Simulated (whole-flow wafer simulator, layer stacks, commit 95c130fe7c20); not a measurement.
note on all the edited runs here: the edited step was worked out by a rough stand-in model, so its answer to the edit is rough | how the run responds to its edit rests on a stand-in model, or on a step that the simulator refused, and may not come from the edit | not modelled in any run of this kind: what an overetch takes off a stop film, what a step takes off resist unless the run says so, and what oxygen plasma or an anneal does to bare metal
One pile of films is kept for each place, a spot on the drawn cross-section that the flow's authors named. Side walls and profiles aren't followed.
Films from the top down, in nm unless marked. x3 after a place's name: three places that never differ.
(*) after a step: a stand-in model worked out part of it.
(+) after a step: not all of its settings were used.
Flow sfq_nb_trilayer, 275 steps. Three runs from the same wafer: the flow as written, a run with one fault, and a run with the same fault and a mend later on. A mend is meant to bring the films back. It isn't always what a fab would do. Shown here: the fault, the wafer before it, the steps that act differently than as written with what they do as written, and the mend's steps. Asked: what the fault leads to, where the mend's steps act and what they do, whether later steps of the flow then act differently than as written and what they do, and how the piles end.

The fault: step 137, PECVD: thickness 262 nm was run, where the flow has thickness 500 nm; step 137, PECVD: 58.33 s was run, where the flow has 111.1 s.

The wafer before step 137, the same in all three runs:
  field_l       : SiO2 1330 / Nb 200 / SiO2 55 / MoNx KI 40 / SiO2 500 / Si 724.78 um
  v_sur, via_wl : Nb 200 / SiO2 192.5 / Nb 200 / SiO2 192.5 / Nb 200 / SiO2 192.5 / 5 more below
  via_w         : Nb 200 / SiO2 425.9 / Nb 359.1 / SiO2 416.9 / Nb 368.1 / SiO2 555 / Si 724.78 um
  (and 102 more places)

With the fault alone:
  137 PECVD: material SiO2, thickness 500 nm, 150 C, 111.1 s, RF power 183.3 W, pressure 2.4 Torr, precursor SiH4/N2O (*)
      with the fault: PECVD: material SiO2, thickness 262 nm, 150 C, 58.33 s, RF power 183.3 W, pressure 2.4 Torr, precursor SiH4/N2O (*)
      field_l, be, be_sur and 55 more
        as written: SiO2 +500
        with the fault: SiO2 +262
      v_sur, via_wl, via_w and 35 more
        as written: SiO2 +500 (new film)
        with the fault: SiO2 +262 (new film)
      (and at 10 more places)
  Later steps of the flow that act differently than as written (18 more steps differ only slightly, by at most 2% or 0.5 nm, whichever is larger, and aren't shown):
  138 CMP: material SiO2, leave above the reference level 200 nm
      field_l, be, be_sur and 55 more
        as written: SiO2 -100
        with the fault: nothing
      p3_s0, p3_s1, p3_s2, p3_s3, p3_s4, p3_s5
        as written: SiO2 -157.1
        with the fault: nothing
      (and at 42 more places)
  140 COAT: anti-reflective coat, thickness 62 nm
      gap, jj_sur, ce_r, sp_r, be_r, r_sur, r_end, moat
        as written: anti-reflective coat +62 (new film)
        with the fault: anti-reflective coat +64.1 (new film)
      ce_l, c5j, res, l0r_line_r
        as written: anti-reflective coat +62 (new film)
        with the fault: anti-reflective coat +64.2 (new film)
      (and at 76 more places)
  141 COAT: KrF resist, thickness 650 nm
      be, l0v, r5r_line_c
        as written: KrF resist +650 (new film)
        with the fault: KrF resist +669.1 (new film)
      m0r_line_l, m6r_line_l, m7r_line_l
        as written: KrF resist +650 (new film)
        with the fault: KrF resist +677.6 (new film)
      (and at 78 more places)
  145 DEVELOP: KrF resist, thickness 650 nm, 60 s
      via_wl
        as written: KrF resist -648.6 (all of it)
        with the fault: KrF resist -594.1 (all of it)
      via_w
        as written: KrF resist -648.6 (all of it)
        with the fault: KrF resist -600.6 (all of it)
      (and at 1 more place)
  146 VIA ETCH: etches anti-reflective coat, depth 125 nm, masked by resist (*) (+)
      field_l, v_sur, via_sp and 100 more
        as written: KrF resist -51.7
        with the fault: KrF resist -42.8
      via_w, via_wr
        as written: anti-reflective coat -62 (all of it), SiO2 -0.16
        with the fault: anti-reflective coat -51.4 (all of it), SiO2 -0.13
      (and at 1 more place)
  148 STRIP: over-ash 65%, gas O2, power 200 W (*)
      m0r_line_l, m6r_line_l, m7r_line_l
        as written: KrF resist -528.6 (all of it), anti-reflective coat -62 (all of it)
        with the fault: KrF resist -565 (all of it), anti-reflective coat -62.5 (all of it)
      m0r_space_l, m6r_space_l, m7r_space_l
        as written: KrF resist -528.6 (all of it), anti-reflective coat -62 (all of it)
        with the fault: KrF resist -554.4 (all of it), anti-reflective coat -79.6 (all of it)
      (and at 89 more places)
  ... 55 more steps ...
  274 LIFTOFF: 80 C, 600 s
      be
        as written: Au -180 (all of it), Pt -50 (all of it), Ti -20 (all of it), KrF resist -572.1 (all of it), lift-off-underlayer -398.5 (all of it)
        with the fault: Au -180 (all of it), Pt -50 (all of it), Ti -20 (all of it), KrF resist -613.7 (all of it), lift-off-underlayer -716.8 (all of it)
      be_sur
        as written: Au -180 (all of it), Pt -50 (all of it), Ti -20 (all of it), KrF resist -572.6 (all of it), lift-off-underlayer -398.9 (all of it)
        with the fault: Au -180 (all of it), Pt -50 (all of it), Ti -20 (all of it), KrF resist -587.2 (all of it), lift-off-underlayer -366.3 (all of it)
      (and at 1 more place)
  At the end the piles differ from the flow's by more than 2% or 0.5 nm, whichever is larger, at via_v, be, be_sur and 38 more.
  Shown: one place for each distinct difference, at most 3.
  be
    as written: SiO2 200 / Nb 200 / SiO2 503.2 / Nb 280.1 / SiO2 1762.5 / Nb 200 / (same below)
    with the fault: SiO2 313.7 / Nb 120.1 / SiO2 209.2 / Nb 126.2 / Al2O3 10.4 / Nb2O5 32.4 / Nb 127.9 / SiO2 1624.5 / Nb 200 / (same below)
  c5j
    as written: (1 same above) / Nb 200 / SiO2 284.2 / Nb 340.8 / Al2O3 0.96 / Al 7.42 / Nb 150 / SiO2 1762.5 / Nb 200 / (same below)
    with the fault: (1 same above) / Nb 200 / SiO2 293.3 / Nb 183.3 / SiO2 116.4 / Nb 170 / Al2O3 0.96 / Al 7.42 / Nb 150 / SiO2 1624.5 / Nb 200 / (same below)
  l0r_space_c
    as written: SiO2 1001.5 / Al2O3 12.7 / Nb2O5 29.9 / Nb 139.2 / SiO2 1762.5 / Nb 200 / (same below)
    with the fault: SiO2 1139.5 / Al2O3 12.7 / Nb2O5 29.9 / Nb 139.2 / SiO2 1624.5 / Nb 200 / (same below)

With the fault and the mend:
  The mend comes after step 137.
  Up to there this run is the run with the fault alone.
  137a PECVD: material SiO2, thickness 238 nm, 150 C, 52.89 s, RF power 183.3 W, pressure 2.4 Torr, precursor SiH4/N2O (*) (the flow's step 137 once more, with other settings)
      field_l, v_sur, via_wl and 99 more
        SiO2 +238
      lsp_r, l0_sur, l0v
        SiO2 +234.3
      via_v
        SiO2 +265.2
  Later steps of the flow that act differently than as written:
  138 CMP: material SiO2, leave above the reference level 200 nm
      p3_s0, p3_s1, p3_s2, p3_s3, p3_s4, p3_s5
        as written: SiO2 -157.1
        with the mend: SiO2 -100
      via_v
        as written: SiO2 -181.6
        with the mend: SiO2 -56.4
  At the end the piles are the same as the flow's at every place that both follow.
